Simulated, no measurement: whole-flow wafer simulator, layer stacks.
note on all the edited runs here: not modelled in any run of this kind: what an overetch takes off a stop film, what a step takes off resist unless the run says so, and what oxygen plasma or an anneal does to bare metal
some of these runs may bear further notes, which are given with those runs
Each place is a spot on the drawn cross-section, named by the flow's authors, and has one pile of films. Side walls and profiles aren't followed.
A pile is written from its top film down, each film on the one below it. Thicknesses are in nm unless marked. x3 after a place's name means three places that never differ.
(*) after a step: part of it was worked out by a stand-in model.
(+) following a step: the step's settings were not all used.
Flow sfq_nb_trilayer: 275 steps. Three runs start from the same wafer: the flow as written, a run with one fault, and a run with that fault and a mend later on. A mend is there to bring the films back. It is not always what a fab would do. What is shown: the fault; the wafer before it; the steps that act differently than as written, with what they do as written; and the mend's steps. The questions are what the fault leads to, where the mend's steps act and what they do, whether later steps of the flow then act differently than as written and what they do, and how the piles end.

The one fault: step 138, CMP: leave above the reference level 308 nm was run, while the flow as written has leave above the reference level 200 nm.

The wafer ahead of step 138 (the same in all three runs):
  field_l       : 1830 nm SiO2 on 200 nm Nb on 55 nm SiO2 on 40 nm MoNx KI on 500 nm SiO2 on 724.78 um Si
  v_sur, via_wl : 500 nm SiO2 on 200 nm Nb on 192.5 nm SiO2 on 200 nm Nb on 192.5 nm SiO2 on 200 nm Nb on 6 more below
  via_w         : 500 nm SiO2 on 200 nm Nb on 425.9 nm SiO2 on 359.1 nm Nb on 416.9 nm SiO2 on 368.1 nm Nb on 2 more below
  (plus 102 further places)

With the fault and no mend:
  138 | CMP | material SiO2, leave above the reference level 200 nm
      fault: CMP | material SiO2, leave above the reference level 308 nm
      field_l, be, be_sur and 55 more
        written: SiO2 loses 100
        fault: nothing
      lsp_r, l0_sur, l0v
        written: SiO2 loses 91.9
        fault: nothing
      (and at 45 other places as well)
  Steps further on in the flow that do not act as written (not shown: 20 more steps that differ only slightly, by at most 2% or 0.5 nm, whichever is larger):
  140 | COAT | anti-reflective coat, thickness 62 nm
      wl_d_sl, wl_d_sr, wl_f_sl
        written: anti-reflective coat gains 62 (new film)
        fault: anti-reflective coat gains 63.4 (new film)
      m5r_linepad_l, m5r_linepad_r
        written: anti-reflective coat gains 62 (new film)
        fault: anti-reflective coat gains 65.4 (new film)
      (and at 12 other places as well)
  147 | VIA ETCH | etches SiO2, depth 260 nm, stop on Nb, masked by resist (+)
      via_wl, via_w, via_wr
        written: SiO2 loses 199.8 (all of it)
        fault: SiO2 loses 260
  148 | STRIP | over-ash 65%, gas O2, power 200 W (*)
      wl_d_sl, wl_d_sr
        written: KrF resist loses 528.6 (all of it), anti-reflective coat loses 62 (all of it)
        fault: KrF resist loses 531.7 (all of it), anti-reflective coat loses 63.4 (all of it)
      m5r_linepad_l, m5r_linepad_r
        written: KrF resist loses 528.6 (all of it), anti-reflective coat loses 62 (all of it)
        fault: KrF resist loses 527.6 (all of it), anti-reflective coat loses 65.4 (all of it)
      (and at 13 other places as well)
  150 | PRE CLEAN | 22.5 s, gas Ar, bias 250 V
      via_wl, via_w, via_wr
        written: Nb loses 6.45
        fault: SiO2 loses 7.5
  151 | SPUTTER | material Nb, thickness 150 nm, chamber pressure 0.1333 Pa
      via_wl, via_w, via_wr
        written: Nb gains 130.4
        fault: Nb gains 123.3 (new film)
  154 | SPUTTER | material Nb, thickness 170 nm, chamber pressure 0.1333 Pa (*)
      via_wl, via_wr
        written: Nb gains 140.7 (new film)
        fault: Nb gains 103.1 (new film)
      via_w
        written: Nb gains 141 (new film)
        fault: Nb gains 136 (new film)
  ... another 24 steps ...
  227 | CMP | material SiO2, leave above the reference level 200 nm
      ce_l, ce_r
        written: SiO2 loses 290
        fault: SiO2 loses 300
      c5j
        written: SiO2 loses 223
        fault: SiO2 loses 233
  At field_l, v_sur, via_wl and 103 more, the piles at the end differ from the flow's by more than 2% or 0.5 nm, whichever is larger.
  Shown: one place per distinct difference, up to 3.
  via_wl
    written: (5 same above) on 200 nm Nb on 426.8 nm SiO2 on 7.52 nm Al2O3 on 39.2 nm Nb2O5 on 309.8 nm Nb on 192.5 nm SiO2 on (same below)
    fault: (5 same above) on 200 nm Nb on 469.8 nm SiO2 on 52.6 nm Nb2O5 on 0.96 nm Al2O3 on 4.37 nm Al on 123.3 nm Nb on 40.3 nm SiO2 on 200 nm Nb on 192.5 nm SiO2 on (same below)
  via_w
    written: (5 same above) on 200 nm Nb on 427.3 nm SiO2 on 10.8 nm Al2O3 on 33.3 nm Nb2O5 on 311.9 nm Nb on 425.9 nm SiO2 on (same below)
    fault: (5 same above) on 200 nm Nb on 495.5 nm SiO2 on 10.1 nm Al2O3 on 34.7 nm Nb2O5 on 110.8 nm Nb on 40.3 nm SiO2 on 200 nm Nb on 425.9 nm SiO2 on (same below)
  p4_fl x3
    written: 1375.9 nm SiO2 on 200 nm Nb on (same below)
    fault: 1483.9 nm SiO2 on 200 nm Nb on (same below)

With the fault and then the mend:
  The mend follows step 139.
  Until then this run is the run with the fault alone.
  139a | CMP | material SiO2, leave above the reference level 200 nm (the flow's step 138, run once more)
      field_l, be, be_sur and 55 more
        SiO2 loses 100
      v_sur, via_wl, via_w and 42 more
        SiO2 loses 108
      lsp_r, l0_sur, l0v
        SiO2 loses 91.9
  Every later step of the flow that is run acts as written at every place that is followed.
  At every place that both follow, the piles at the end match the flow's.
